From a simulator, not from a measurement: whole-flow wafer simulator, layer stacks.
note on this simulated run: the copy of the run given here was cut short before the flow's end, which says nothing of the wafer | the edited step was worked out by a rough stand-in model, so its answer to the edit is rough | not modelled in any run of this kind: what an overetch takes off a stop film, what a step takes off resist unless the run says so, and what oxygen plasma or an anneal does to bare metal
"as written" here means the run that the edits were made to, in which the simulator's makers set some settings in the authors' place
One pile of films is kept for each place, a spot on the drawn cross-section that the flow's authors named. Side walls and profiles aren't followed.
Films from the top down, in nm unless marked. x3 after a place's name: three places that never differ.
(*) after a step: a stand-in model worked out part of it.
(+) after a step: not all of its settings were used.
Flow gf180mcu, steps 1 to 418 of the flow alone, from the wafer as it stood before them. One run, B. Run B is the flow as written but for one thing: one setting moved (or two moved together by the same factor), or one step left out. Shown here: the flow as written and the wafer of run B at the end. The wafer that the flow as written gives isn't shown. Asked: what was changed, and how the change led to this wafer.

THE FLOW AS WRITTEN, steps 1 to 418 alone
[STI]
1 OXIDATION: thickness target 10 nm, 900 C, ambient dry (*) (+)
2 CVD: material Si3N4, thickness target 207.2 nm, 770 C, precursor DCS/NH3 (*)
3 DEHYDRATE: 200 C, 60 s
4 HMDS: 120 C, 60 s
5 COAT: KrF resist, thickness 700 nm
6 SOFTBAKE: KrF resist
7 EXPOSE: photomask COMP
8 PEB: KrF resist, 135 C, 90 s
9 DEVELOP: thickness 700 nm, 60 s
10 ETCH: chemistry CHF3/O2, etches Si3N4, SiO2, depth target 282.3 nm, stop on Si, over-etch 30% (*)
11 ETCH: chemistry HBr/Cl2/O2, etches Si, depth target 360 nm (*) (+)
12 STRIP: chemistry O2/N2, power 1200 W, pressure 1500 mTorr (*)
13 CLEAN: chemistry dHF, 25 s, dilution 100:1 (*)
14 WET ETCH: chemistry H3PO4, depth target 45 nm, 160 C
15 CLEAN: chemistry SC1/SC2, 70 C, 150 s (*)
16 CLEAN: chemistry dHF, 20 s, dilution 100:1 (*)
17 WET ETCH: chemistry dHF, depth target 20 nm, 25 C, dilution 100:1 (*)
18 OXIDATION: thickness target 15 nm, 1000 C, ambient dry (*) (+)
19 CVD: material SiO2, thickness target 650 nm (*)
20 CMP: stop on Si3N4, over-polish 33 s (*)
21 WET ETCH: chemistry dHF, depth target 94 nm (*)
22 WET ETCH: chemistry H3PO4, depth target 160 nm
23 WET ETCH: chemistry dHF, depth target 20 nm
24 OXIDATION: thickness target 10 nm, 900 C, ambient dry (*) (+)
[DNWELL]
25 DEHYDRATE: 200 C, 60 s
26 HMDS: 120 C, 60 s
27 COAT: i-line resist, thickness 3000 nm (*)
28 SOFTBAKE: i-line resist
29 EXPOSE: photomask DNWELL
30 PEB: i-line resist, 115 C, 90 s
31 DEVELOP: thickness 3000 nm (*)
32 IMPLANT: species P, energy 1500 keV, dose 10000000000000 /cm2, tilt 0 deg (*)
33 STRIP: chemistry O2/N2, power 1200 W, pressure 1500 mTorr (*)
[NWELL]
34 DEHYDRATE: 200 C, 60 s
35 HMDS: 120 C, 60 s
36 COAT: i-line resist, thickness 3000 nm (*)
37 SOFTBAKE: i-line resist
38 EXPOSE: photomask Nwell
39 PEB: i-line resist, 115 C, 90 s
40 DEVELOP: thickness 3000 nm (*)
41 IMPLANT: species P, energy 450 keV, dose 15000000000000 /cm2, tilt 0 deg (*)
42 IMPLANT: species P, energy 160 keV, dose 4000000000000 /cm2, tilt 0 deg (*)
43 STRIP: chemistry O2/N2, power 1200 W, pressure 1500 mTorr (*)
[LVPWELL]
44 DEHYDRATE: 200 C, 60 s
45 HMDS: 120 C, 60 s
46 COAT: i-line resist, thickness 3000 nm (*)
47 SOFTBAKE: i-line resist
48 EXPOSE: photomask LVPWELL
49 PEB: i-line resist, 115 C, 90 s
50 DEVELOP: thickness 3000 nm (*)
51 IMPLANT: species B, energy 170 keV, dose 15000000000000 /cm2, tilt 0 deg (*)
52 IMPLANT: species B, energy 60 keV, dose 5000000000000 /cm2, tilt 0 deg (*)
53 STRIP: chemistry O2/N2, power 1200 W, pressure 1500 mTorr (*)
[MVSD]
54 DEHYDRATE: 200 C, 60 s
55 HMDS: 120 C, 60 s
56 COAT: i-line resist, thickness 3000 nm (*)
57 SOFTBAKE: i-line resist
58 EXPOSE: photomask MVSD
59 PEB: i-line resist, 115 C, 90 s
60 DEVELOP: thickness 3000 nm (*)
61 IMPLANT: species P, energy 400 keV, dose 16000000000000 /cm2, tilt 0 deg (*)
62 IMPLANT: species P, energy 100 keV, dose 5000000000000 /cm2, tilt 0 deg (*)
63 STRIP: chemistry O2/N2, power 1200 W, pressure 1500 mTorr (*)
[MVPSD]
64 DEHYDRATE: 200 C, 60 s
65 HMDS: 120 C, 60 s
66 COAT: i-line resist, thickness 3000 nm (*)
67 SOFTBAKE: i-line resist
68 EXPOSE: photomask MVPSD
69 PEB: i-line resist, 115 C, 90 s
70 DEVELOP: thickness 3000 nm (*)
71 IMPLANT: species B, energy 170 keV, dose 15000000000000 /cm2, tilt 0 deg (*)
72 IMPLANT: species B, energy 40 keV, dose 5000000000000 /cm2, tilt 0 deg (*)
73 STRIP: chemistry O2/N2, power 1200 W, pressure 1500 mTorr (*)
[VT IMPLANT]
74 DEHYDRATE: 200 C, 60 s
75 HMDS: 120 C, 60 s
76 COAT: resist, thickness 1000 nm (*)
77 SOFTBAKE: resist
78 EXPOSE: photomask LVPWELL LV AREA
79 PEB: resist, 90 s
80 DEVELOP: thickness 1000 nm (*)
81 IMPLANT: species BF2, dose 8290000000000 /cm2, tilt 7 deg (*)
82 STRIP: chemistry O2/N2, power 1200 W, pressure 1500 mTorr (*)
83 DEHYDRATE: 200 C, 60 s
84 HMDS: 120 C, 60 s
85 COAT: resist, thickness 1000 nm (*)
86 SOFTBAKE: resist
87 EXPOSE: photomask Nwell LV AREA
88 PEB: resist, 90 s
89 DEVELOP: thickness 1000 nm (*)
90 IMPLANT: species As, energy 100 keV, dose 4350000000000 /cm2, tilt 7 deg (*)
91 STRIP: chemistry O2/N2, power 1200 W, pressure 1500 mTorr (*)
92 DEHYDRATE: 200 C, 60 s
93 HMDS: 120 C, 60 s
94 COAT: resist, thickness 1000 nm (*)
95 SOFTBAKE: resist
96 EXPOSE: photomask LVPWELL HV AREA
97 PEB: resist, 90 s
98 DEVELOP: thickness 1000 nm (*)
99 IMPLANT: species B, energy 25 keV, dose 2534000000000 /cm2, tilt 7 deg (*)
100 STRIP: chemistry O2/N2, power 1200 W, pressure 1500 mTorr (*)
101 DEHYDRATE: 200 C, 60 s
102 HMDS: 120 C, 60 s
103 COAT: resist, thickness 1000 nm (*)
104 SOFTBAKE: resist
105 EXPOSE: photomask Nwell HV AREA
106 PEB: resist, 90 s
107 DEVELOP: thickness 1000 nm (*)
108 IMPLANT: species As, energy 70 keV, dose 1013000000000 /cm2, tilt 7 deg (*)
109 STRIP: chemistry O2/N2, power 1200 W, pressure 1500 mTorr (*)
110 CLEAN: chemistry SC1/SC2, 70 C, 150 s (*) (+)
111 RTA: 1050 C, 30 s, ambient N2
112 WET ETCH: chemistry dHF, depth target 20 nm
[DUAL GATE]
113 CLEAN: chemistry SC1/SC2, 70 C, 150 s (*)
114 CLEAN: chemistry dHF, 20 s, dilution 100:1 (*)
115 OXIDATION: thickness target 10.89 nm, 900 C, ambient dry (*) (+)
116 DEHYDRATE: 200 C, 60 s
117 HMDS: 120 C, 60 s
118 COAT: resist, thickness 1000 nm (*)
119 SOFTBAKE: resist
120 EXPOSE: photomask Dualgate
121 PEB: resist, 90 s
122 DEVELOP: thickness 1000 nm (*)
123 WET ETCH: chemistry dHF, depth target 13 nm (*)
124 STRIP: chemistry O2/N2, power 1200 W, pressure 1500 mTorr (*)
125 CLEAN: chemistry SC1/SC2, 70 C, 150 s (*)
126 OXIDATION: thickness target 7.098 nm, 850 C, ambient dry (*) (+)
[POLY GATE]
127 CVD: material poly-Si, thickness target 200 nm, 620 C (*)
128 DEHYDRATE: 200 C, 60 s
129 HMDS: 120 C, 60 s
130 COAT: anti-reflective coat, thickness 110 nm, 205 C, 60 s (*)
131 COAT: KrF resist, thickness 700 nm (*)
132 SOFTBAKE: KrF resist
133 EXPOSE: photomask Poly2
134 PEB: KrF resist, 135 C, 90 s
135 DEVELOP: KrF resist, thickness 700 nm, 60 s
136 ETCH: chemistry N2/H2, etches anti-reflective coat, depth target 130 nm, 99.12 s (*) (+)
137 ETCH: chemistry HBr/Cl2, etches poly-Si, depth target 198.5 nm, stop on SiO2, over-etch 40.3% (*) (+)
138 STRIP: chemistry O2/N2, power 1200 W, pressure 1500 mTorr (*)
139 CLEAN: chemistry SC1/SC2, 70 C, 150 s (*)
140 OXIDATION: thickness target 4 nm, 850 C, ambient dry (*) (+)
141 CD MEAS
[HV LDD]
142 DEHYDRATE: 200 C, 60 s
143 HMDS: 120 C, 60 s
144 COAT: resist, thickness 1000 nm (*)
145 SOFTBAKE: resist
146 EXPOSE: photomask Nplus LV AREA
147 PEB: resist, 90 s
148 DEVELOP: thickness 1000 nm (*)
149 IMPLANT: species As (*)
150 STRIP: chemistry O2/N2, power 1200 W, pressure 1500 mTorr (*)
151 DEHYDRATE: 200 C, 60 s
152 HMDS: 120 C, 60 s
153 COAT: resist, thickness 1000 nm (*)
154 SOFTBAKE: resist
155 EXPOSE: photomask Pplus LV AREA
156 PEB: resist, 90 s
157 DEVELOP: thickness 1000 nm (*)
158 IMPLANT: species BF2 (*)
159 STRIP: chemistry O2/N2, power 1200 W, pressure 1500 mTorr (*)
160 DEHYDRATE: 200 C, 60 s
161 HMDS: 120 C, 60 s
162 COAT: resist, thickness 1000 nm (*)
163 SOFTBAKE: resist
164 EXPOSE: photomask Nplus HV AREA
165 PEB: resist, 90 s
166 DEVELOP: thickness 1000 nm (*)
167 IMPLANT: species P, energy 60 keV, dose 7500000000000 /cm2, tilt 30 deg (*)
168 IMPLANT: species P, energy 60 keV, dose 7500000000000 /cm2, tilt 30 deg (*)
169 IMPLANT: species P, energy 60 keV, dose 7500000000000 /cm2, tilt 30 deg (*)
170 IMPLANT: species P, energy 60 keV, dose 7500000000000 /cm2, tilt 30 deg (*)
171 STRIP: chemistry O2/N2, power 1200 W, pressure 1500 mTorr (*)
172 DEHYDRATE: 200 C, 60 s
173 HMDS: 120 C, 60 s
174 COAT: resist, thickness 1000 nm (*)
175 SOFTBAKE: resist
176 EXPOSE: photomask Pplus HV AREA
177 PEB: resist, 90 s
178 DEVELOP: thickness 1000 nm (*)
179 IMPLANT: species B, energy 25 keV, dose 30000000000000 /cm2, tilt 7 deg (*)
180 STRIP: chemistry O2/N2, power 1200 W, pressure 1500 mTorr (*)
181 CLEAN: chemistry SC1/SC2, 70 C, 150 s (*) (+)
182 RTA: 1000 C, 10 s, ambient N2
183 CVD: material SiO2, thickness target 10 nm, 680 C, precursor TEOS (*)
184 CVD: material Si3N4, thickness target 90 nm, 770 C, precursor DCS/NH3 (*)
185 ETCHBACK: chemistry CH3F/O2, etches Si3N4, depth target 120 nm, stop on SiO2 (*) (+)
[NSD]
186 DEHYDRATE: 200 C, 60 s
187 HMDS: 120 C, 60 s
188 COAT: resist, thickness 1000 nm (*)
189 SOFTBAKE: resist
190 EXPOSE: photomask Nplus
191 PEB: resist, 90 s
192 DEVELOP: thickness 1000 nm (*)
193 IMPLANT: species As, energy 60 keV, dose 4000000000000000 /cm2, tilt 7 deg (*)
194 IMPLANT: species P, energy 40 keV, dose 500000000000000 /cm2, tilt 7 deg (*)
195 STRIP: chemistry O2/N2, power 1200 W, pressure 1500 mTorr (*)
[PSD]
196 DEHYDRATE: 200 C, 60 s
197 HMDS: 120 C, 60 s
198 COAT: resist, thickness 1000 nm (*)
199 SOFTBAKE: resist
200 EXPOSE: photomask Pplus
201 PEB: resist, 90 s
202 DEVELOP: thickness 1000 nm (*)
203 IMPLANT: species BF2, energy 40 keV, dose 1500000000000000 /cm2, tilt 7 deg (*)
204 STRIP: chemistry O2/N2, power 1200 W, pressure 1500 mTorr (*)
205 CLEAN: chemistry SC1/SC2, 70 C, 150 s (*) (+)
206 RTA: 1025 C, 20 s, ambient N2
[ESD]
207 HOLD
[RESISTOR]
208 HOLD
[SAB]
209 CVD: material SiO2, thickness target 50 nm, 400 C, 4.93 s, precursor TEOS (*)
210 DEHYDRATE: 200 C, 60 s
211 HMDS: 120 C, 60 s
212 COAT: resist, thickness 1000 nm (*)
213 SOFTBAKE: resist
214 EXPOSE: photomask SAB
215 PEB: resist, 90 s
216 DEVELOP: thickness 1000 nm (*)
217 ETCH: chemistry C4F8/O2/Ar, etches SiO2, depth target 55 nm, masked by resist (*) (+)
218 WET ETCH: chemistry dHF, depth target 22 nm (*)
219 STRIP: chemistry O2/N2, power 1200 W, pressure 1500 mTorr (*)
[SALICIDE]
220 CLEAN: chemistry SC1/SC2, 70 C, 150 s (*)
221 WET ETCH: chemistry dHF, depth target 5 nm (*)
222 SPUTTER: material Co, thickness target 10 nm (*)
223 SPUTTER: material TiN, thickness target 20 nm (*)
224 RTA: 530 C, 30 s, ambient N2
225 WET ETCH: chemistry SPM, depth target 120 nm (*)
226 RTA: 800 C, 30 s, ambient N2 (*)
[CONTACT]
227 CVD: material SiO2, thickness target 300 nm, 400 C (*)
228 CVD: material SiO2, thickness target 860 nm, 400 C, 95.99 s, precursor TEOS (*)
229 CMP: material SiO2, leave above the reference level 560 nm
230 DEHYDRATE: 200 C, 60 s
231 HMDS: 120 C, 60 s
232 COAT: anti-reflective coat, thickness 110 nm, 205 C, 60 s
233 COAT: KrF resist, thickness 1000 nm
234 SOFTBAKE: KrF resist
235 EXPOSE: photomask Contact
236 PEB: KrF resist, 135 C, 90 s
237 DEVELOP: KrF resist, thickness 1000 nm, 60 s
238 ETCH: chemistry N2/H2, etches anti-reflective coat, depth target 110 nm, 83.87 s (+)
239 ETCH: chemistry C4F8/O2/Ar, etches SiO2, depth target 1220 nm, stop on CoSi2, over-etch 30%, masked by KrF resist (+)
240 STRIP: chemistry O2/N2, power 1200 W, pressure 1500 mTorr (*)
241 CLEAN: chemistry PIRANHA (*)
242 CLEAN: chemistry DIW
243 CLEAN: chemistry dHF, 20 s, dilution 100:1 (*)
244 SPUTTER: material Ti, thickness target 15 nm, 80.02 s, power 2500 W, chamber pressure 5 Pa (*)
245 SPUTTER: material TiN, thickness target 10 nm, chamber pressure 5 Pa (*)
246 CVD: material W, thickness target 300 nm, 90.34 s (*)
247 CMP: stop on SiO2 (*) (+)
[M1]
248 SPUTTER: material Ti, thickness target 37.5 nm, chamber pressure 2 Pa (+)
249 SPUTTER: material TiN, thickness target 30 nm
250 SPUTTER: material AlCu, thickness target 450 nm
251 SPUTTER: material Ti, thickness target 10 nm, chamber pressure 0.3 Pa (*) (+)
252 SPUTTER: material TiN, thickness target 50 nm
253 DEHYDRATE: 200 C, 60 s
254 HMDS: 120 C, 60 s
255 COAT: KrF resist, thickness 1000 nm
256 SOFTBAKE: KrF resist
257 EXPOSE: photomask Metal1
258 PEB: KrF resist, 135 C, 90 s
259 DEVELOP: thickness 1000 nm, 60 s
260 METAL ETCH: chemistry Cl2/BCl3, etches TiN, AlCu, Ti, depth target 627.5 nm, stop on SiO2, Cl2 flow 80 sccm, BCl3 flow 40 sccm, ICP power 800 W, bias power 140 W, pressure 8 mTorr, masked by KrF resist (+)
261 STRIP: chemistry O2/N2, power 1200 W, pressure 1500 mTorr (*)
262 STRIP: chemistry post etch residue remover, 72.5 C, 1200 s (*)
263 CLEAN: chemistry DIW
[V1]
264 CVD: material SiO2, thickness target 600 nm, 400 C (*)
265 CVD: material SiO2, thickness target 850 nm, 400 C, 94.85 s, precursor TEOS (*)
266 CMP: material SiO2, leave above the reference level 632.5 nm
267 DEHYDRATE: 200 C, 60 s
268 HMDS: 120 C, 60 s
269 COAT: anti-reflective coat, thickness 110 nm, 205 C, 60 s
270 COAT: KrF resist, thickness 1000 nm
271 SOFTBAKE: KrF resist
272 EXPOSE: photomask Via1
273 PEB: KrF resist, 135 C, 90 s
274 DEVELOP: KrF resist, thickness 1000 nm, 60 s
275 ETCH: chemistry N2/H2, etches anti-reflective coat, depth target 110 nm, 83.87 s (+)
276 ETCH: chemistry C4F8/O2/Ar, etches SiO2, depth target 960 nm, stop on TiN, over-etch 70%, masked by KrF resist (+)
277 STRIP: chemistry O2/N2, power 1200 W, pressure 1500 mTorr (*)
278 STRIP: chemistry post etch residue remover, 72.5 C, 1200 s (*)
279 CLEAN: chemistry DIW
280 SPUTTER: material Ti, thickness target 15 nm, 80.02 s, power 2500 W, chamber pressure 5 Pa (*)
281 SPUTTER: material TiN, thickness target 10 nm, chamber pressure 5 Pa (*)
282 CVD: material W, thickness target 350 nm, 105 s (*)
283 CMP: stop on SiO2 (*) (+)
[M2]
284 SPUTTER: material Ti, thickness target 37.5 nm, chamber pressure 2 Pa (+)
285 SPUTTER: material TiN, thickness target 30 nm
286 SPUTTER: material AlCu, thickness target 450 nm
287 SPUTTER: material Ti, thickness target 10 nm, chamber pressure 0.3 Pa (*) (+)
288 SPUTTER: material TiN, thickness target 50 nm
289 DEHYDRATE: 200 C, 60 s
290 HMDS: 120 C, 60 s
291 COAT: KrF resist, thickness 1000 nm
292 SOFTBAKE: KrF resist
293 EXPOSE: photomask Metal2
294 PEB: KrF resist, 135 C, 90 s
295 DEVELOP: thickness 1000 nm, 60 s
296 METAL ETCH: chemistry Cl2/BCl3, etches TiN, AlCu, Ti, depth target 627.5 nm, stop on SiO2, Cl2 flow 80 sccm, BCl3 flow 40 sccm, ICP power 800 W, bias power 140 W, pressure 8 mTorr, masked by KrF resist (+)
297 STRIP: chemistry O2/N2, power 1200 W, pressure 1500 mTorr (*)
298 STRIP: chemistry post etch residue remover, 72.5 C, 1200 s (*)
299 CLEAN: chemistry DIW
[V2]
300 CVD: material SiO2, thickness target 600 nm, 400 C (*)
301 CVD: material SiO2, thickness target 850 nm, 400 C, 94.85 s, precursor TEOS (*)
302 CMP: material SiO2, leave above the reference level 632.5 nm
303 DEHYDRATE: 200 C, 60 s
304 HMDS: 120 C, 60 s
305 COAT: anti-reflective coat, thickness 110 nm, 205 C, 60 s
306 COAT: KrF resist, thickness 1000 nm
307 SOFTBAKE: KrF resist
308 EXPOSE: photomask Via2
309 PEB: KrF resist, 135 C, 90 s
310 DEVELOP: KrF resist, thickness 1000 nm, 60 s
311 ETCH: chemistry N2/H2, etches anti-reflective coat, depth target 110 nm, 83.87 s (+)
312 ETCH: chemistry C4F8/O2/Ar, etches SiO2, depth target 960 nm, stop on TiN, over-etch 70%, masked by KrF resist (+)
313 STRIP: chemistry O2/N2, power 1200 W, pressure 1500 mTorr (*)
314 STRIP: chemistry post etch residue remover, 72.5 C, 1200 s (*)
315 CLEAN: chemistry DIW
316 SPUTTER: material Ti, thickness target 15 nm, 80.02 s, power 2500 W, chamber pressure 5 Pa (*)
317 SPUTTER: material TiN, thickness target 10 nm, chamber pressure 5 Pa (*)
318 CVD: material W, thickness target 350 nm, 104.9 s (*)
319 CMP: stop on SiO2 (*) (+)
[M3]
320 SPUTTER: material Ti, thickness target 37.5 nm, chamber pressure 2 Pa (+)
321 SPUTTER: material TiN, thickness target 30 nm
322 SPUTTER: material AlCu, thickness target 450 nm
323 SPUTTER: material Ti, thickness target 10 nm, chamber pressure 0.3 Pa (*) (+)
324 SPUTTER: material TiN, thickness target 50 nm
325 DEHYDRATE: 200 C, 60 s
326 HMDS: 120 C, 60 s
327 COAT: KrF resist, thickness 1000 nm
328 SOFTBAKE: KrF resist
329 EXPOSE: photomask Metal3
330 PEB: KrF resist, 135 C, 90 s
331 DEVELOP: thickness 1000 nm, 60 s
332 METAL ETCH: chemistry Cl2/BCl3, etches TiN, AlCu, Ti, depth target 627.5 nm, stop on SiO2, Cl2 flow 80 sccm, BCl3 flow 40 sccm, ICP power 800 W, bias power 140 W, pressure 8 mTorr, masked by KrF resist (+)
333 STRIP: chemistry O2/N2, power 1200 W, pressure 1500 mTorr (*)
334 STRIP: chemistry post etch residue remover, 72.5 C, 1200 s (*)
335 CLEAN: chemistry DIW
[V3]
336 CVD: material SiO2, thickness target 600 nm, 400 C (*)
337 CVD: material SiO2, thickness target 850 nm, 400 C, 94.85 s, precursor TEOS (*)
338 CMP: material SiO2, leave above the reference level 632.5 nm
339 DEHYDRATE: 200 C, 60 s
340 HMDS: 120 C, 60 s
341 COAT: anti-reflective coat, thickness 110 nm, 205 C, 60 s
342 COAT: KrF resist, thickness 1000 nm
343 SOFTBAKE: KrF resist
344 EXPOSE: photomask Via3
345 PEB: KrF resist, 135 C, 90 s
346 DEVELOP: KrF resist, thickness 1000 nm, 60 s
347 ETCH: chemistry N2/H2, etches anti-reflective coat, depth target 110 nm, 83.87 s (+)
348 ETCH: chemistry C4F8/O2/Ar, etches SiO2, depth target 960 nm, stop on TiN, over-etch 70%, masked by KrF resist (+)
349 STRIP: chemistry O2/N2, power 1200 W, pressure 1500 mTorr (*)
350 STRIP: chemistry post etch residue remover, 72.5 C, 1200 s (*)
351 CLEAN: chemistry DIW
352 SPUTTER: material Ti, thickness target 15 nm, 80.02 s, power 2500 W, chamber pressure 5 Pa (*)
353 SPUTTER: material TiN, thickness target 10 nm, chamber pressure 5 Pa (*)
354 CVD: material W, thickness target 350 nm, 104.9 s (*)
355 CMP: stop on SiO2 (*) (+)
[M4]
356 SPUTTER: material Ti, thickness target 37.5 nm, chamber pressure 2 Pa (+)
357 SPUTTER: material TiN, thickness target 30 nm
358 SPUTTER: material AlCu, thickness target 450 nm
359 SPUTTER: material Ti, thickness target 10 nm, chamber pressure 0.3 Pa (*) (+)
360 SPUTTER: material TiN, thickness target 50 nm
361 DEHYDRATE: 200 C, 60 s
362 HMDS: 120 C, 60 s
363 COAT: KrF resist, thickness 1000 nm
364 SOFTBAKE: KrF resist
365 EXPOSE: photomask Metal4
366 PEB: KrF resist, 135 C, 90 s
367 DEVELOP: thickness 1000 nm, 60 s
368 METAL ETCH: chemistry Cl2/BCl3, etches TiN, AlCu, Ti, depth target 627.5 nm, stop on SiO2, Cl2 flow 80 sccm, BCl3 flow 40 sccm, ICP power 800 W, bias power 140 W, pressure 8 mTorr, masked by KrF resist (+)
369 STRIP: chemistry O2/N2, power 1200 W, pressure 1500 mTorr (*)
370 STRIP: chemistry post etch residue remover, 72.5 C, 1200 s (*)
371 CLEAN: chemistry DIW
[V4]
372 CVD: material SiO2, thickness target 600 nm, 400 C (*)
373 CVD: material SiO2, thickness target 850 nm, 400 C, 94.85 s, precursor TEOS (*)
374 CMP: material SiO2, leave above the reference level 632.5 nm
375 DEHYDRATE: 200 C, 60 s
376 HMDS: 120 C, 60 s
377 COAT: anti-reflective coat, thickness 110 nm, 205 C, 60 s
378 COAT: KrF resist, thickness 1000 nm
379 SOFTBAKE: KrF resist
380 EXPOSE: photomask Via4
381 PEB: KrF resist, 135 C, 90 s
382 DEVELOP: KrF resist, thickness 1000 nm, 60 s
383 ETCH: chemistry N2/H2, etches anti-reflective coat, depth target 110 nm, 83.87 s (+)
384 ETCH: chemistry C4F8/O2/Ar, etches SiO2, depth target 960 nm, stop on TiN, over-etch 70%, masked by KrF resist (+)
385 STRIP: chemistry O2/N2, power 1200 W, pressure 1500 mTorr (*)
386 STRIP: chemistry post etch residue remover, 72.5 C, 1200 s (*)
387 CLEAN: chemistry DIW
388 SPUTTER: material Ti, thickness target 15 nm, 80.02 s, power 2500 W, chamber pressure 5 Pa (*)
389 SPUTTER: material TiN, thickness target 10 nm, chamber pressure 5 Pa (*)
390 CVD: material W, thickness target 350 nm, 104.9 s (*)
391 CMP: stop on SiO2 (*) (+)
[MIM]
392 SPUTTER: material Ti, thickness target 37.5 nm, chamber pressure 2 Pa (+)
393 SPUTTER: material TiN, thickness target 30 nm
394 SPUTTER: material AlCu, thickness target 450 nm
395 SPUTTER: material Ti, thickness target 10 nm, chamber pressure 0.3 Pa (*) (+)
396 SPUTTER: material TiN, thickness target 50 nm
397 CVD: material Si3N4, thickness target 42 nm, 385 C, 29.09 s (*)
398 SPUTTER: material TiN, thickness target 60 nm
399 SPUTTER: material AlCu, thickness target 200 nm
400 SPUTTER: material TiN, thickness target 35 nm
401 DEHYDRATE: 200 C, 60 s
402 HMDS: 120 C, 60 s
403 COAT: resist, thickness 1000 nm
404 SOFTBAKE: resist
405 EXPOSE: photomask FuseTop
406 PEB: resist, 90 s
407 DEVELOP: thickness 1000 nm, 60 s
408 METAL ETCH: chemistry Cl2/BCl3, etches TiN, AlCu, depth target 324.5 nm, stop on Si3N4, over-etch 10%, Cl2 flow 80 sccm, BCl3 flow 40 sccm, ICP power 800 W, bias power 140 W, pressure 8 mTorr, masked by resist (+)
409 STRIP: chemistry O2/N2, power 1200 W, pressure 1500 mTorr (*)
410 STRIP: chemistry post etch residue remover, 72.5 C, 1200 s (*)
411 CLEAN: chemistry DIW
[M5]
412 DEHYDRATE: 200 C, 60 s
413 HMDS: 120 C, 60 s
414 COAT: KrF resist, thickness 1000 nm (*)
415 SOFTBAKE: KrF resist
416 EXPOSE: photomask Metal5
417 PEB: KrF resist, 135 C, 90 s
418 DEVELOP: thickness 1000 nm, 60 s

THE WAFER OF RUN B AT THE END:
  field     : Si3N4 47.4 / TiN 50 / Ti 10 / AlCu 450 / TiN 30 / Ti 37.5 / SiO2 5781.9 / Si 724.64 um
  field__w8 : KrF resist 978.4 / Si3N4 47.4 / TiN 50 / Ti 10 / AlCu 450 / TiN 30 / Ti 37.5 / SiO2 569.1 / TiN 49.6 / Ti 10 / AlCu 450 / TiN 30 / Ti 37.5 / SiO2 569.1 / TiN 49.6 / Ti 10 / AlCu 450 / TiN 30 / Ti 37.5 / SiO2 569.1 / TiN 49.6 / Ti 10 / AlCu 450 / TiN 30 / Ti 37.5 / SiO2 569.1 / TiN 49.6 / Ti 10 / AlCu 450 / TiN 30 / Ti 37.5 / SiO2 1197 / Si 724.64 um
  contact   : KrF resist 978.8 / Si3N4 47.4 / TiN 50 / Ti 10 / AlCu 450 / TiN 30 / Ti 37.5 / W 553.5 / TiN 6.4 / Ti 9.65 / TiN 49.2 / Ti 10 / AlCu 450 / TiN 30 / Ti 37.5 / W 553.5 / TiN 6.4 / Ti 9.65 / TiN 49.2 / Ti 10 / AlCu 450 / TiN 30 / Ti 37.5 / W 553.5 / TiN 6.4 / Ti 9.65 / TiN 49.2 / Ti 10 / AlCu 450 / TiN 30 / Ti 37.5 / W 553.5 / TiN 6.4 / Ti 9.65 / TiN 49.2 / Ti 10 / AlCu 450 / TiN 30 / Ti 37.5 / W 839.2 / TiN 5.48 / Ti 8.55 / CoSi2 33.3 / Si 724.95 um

The cause: step 397, CVD: 33.09 s was run, where the flow has 29.09 s.

How the change led to this, step by step:
  397 CVD: material Si3N4, thickness target 42 nm, 385 C, 29.09 s (*)
      field, field__w1, field__w2 and 108 more: Si3N4 +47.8 (new film) (as written it would be: Si3N4 +42 (new film))
